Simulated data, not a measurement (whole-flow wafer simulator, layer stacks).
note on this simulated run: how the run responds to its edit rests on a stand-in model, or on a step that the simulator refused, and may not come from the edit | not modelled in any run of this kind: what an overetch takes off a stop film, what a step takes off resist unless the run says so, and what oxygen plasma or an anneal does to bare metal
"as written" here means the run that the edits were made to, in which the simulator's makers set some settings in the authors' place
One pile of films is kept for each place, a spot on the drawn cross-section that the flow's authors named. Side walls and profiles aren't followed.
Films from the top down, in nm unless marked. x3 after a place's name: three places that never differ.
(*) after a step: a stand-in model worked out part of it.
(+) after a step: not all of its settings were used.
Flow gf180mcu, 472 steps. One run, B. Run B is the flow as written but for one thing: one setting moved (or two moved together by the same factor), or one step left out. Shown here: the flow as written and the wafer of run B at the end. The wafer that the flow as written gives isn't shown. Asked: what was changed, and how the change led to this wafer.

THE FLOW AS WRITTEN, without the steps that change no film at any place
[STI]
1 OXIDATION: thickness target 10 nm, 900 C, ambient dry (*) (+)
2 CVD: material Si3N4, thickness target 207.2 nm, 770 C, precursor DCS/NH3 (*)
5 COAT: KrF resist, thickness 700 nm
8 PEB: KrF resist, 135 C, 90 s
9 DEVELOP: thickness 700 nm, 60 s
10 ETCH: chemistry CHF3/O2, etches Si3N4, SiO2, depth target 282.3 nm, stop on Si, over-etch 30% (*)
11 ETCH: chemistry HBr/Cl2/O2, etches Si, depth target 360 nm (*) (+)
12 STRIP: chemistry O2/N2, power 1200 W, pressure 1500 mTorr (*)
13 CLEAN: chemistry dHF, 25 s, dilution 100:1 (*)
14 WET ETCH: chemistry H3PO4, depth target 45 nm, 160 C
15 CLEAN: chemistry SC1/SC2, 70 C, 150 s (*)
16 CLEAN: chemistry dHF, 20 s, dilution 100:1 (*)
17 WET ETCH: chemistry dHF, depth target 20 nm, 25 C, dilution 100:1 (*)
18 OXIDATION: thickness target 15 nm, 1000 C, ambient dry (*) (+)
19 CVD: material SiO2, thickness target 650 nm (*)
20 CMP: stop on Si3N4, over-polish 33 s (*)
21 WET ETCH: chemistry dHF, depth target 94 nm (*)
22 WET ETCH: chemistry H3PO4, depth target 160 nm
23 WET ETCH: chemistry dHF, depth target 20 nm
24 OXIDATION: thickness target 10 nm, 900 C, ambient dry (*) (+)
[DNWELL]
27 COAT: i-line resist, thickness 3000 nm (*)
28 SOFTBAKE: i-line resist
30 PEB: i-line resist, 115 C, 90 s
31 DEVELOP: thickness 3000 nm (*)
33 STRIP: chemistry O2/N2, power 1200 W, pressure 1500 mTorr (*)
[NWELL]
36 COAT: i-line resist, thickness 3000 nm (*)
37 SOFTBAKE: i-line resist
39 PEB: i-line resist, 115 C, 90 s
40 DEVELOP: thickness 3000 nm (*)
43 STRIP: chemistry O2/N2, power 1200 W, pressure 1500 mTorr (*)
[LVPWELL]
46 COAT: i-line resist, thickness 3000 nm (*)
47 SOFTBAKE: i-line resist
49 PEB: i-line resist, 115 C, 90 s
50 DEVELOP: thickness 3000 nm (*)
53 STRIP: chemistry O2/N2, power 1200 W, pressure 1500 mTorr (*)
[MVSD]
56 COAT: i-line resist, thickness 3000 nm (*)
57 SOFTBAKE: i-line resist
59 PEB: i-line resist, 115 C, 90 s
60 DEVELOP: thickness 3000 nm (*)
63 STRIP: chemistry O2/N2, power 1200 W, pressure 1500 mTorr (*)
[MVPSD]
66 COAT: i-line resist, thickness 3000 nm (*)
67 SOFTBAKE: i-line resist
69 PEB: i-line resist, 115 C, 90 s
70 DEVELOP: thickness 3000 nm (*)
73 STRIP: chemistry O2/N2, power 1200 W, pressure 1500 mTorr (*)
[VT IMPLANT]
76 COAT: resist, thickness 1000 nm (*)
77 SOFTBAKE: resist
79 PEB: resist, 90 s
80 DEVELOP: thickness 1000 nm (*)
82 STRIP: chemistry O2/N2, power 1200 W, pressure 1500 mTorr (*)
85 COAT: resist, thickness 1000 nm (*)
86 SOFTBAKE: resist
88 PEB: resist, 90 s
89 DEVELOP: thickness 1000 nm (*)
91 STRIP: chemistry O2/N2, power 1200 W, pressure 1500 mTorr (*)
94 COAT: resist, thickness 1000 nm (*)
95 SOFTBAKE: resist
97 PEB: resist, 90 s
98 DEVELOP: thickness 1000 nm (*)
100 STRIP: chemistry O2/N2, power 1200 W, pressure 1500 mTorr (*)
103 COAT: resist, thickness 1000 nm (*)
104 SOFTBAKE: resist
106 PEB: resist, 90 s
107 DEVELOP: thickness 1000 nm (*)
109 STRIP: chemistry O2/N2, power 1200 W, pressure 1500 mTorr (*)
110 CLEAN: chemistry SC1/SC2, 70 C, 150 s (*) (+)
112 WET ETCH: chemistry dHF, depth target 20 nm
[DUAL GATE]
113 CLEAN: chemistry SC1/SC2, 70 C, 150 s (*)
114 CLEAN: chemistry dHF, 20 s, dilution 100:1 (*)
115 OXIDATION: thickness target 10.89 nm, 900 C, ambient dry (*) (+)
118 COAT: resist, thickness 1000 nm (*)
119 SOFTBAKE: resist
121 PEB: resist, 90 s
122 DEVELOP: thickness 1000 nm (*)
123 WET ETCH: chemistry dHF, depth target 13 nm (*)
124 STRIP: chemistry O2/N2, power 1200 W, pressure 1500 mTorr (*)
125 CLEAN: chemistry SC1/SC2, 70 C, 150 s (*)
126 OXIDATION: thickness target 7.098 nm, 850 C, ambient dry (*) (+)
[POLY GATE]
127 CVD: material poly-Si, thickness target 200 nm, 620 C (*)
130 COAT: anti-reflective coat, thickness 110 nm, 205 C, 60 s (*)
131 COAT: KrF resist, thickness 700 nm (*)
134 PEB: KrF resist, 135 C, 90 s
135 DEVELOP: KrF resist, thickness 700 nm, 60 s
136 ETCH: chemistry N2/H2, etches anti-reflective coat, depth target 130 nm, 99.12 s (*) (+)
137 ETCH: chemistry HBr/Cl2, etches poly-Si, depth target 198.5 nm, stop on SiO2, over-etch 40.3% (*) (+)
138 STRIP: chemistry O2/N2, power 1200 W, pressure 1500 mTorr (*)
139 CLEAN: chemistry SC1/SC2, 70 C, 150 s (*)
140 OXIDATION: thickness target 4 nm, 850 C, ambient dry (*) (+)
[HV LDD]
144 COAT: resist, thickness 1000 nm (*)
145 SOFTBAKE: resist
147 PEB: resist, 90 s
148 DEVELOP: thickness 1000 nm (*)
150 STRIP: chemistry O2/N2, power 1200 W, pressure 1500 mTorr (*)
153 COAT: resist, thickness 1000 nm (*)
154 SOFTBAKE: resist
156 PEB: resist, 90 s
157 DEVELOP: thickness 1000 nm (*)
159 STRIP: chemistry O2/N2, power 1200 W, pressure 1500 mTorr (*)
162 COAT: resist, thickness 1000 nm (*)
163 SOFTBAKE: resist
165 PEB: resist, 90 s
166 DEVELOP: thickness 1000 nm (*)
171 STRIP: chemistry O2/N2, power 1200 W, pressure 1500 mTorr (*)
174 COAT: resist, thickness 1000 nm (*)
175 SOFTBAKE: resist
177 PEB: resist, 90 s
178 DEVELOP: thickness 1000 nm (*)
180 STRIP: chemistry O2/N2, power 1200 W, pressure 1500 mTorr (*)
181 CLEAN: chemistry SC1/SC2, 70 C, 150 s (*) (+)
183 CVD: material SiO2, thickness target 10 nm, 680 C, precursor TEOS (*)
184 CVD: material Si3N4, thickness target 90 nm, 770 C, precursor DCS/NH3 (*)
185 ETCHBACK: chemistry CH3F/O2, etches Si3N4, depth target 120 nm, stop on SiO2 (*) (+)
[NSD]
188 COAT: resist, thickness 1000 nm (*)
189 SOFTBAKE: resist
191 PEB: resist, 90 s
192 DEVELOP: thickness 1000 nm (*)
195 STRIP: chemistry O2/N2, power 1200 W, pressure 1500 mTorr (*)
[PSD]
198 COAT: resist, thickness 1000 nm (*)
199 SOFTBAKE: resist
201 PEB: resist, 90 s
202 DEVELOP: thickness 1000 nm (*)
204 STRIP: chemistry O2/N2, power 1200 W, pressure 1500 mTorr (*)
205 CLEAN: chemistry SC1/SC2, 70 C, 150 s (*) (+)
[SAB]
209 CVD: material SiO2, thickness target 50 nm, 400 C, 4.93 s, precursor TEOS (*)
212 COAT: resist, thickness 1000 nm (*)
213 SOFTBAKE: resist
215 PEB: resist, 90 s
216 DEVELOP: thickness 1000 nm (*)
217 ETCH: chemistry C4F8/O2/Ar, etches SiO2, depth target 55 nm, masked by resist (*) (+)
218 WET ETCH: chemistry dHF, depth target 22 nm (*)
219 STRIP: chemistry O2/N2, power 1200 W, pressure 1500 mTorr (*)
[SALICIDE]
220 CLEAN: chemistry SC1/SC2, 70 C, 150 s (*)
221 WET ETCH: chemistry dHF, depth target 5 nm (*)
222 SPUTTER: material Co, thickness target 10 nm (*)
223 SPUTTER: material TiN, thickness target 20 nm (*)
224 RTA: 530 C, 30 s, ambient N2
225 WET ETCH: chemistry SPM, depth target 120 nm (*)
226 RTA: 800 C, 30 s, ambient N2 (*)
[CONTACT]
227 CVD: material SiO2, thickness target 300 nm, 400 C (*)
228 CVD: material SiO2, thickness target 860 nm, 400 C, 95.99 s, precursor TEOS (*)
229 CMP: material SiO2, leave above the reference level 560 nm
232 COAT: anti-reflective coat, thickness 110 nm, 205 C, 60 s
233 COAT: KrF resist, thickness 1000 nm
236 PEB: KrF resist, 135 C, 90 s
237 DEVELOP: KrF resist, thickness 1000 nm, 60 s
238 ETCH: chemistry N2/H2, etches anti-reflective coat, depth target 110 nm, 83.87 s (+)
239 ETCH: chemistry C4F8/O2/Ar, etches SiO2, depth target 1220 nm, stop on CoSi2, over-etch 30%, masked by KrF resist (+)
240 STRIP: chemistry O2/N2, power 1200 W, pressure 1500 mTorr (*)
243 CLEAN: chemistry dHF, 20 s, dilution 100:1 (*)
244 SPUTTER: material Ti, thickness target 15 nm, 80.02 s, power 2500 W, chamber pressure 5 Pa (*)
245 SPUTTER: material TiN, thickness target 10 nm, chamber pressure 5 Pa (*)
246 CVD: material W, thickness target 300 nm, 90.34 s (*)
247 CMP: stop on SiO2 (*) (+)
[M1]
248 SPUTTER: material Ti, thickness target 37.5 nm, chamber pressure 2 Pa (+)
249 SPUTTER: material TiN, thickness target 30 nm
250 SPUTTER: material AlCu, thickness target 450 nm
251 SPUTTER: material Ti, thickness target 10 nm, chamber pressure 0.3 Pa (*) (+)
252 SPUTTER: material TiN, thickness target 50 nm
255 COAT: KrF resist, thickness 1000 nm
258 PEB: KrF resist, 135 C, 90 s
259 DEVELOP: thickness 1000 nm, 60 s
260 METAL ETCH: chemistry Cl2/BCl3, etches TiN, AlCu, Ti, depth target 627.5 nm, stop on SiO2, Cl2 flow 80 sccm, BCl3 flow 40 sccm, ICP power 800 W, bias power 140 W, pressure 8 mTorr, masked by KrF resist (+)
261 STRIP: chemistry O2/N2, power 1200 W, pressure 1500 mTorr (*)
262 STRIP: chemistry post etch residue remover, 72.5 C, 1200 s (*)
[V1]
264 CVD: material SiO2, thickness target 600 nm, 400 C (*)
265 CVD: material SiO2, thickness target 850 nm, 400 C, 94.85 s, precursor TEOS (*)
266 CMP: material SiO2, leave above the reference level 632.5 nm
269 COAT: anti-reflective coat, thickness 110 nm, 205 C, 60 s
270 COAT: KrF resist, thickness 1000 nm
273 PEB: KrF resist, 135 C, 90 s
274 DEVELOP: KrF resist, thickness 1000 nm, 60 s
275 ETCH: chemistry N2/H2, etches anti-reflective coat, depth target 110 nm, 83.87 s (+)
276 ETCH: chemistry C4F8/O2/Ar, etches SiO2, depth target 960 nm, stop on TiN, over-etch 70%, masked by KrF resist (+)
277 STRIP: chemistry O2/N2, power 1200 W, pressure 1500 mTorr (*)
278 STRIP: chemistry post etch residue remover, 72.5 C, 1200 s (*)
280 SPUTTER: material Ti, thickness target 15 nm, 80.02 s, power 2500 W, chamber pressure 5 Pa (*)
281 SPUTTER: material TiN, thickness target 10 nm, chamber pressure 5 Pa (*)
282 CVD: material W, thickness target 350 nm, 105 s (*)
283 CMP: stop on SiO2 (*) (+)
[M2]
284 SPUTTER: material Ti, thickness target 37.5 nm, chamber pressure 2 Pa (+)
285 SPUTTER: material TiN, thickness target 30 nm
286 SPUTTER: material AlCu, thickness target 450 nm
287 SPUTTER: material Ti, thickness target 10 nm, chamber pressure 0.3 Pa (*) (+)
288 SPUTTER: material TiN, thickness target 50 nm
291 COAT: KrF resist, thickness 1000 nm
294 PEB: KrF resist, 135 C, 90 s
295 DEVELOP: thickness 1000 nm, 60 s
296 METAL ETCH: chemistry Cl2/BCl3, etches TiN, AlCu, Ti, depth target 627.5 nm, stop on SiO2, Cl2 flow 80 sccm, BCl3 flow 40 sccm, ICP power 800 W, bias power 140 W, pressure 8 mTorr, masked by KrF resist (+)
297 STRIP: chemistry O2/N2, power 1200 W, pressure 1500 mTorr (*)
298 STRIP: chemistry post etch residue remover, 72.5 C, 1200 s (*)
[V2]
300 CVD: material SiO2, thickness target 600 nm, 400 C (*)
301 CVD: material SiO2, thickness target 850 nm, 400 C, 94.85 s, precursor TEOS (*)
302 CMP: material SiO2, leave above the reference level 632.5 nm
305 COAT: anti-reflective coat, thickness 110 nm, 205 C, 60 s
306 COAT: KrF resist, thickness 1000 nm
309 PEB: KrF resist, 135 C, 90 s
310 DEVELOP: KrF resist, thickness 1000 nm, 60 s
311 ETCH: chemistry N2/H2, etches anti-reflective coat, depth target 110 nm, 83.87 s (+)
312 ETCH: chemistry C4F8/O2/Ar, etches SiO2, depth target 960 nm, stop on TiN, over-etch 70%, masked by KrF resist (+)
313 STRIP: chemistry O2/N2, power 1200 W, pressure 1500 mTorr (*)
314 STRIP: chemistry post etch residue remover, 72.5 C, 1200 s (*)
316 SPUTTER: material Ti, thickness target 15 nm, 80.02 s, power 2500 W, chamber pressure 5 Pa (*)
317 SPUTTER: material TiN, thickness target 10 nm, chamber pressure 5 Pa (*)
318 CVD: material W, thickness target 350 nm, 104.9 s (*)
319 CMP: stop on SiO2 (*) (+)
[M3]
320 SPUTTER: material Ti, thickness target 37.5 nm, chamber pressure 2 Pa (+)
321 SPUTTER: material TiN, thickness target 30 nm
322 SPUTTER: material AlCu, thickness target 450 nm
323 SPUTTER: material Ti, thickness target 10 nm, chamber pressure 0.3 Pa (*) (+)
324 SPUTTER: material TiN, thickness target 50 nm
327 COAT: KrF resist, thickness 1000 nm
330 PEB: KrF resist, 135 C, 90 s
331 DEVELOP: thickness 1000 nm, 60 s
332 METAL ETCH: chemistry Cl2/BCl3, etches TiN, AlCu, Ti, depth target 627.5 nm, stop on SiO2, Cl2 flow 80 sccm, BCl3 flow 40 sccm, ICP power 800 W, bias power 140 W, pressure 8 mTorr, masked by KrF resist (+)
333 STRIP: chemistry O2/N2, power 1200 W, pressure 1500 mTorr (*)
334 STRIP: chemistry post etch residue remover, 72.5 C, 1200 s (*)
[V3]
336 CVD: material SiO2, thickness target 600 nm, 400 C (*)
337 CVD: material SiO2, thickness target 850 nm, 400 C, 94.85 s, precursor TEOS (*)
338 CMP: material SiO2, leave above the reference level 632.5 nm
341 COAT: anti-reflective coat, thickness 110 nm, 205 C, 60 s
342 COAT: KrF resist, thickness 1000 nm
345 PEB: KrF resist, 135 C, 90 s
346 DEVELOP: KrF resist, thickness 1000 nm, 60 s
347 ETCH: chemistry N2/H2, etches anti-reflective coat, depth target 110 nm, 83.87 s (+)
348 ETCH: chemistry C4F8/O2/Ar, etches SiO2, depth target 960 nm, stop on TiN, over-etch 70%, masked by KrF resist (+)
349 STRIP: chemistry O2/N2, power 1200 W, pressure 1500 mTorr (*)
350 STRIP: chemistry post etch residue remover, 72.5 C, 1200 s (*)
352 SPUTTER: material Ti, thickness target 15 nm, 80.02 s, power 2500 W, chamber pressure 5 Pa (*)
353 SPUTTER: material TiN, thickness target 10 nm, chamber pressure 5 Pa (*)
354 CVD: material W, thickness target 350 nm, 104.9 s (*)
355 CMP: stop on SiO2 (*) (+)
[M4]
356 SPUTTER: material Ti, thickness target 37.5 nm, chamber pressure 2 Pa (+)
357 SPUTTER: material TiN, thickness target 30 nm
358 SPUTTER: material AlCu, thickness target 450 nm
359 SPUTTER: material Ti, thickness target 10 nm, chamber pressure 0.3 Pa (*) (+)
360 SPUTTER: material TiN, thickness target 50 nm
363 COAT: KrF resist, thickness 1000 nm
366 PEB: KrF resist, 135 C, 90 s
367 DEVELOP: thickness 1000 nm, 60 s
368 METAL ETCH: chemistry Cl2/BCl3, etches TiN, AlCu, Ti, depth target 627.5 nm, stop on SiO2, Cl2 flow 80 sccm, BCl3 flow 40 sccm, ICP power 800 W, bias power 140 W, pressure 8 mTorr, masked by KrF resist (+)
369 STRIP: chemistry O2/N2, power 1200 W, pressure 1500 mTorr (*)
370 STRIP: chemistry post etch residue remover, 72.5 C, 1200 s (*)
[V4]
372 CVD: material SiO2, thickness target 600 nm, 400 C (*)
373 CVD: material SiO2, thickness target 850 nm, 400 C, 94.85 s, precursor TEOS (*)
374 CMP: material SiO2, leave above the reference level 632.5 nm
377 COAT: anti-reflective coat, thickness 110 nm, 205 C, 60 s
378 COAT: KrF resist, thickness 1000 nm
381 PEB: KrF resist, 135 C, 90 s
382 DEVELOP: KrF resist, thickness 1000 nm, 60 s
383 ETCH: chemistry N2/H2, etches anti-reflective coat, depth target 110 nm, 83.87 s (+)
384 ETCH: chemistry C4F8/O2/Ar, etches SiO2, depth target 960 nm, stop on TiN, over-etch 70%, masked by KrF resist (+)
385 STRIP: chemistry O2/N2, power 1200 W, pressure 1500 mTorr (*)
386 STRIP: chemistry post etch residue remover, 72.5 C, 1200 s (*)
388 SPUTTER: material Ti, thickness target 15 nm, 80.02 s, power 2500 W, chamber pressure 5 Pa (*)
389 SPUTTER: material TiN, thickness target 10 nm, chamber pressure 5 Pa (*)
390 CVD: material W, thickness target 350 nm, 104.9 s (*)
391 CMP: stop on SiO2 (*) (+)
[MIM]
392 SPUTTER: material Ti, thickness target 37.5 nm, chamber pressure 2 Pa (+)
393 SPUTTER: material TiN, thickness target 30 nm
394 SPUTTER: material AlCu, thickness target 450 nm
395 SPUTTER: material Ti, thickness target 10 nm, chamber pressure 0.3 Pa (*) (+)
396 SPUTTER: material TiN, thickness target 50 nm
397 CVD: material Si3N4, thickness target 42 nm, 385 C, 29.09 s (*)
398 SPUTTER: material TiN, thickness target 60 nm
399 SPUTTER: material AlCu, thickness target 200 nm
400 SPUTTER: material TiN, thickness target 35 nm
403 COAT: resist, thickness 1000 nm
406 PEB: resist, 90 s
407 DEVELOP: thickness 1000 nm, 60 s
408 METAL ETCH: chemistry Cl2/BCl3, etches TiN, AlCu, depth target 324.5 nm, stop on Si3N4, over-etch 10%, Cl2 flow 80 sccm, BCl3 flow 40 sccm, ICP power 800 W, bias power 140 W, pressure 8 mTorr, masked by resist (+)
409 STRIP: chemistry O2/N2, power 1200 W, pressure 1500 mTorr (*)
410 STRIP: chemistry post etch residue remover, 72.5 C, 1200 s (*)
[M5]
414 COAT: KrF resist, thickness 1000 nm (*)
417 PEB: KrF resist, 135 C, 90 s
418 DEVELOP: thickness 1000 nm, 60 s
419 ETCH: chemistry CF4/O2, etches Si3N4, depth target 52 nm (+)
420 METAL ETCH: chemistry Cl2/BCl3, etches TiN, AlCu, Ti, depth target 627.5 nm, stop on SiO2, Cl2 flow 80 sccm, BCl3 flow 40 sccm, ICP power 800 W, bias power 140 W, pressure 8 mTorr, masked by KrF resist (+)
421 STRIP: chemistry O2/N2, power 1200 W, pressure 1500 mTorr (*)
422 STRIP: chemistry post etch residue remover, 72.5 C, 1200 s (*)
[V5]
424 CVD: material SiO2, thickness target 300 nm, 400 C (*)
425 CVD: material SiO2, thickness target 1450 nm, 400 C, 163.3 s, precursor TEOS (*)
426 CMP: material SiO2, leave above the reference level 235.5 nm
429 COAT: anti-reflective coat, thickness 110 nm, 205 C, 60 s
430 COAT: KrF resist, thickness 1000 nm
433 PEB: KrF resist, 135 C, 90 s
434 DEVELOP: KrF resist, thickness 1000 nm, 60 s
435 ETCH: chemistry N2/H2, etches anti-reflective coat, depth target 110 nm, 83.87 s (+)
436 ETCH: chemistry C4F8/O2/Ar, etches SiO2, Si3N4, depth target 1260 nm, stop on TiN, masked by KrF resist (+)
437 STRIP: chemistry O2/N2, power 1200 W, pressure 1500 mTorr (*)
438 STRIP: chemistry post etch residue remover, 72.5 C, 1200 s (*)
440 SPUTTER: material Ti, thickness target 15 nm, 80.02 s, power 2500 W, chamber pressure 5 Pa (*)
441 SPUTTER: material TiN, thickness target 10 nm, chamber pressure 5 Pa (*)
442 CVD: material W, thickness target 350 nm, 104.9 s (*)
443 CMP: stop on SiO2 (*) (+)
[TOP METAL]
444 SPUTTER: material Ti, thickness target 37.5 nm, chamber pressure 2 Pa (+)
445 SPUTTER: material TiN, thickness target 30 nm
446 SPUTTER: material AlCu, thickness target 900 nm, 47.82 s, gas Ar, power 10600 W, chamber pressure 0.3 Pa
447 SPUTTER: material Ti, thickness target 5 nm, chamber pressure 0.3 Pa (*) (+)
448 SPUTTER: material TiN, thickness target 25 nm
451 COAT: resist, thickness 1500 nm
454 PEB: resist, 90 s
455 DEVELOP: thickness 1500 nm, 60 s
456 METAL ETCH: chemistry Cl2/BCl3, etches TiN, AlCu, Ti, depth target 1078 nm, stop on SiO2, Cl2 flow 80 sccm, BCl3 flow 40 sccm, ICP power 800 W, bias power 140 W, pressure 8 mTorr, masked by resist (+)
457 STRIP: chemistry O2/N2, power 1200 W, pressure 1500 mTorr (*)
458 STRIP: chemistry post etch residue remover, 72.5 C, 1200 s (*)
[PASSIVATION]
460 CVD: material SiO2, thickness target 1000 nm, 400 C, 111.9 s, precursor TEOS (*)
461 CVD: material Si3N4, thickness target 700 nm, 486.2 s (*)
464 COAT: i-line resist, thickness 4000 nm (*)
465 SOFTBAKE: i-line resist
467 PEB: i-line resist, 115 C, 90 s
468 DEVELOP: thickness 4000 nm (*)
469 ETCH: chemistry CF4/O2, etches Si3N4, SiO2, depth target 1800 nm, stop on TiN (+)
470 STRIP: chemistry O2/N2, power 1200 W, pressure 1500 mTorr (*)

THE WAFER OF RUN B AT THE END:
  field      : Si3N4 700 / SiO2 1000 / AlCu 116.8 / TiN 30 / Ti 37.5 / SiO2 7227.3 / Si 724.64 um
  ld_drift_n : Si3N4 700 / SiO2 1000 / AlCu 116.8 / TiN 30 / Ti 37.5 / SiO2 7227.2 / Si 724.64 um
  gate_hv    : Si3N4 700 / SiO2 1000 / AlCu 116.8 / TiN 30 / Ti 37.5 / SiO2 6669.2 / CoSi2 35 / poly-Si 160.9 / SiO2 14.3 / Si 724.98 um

The cause: step 446, SPUTTER: thickness target 1170 nm was run, where the flow has thickness target 900 nm.

How the change led to this, step by step:
  446 SPUTTER: material AlCu, thickness target 900 nm, 47.82 s, gas Ar, power 10600 W, chamber pressure 0.3 Pa
      field, field__w1, field__w2 and 109 more: AlCu +1170 (new film) (as written it would be: AlCu +900 (new film))
  456 METAL ETCH: chemistry Cl2/BCl3, etches TiN, AlCu, Ti, depth target 1078 nm, stop on SiO2, Cl2 flow 80 sccm, BCl3 flow 40 sccm, ICP power 800 W, bias power 140 W, pressure 8 mTorr, masked by resist (+)
      field, field__w1, field__w2 and 103 more: TiN -25 (all of it), Ti -5 (all of it), AlCu -1047.5 (as written it would be: TiN -25 (all of it), Ti -5 (all of it), AlCu -900 (all of it), TiN -30 (all of it), Ti -37.5 (all of it))
  458 STRIP: chemistry post etch residue remover, 72.5 C, 1200 s (*)
      field, field__w1, field__w2 and 103 more: AlCu -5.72 (as written it would be: nothing)
  460 CVD: material SiO2, thickness target 1000 nm, 400 C, 111.9 s, precursor TEOS (*)
      field, field__w1, field__w2 and 103 more: SiO2 +1000 (new film) (as written it would be: SiO2 +1000)
  464 COAT: i-line resist, thickness 4000 nm (*)
      field__w8: i-line resist +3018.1 (new film) (as written it would be: i-line resist +3093.1 (new film))
      contact: i-line resist +3059.2 (new film) (as written it would be: i-line resist +3153.6 (new film))
      (and at 4 more places)
  465 SOFTBAKE: i-line resist
      field__w5, field__w9: i-line resist +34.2 (as written it would be: i-line resist +37.3)
      field__w11, field__w13: i-line resist +35.5 (as written it would be: i-line resist +37.9)
      (and at 56 more places)
  467 PEB: i-line resist, 115 C, 90 s
      field__w8, m1__w1: i-line resist -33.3 (as written it would be: i-line resist -34.7)
      contact, m1: i-line resist -33.6 (as written it would be: i-line resist -35.1)
      (and at 2 more places)
  468 DEVELOP: thickness 4000 nm (*)
      pad: i-line resist -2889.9 (all of it) (as written it would be: i-line resist -2974.8 (all of it))
  470 STRIP: chemistry O2/N2, power 1200 W, pressure 1500 mTorr (*)
      field__w8, m1__w1: i-line resist -1705.3 (all of it) (as written it would be: i-line resist -1787.7 (all of it))
      contact: i-line resist -1722 (all of it) (as written it would be: i-line resist -1811.2 (all of it))
      (and at 2 more places)
Counting metal films that touch as one body, field has 1 body; the flow as written gives 0 bodies.
Counting metal films that touch as one body, ld_drift_n has 1 body; the flow as written gives 0 bodies.
Counting metal films that touch as one body, gate_hv has 2 bodies (between them, from the top down: SiO2 6669.2); the flow as written gives 1 body.
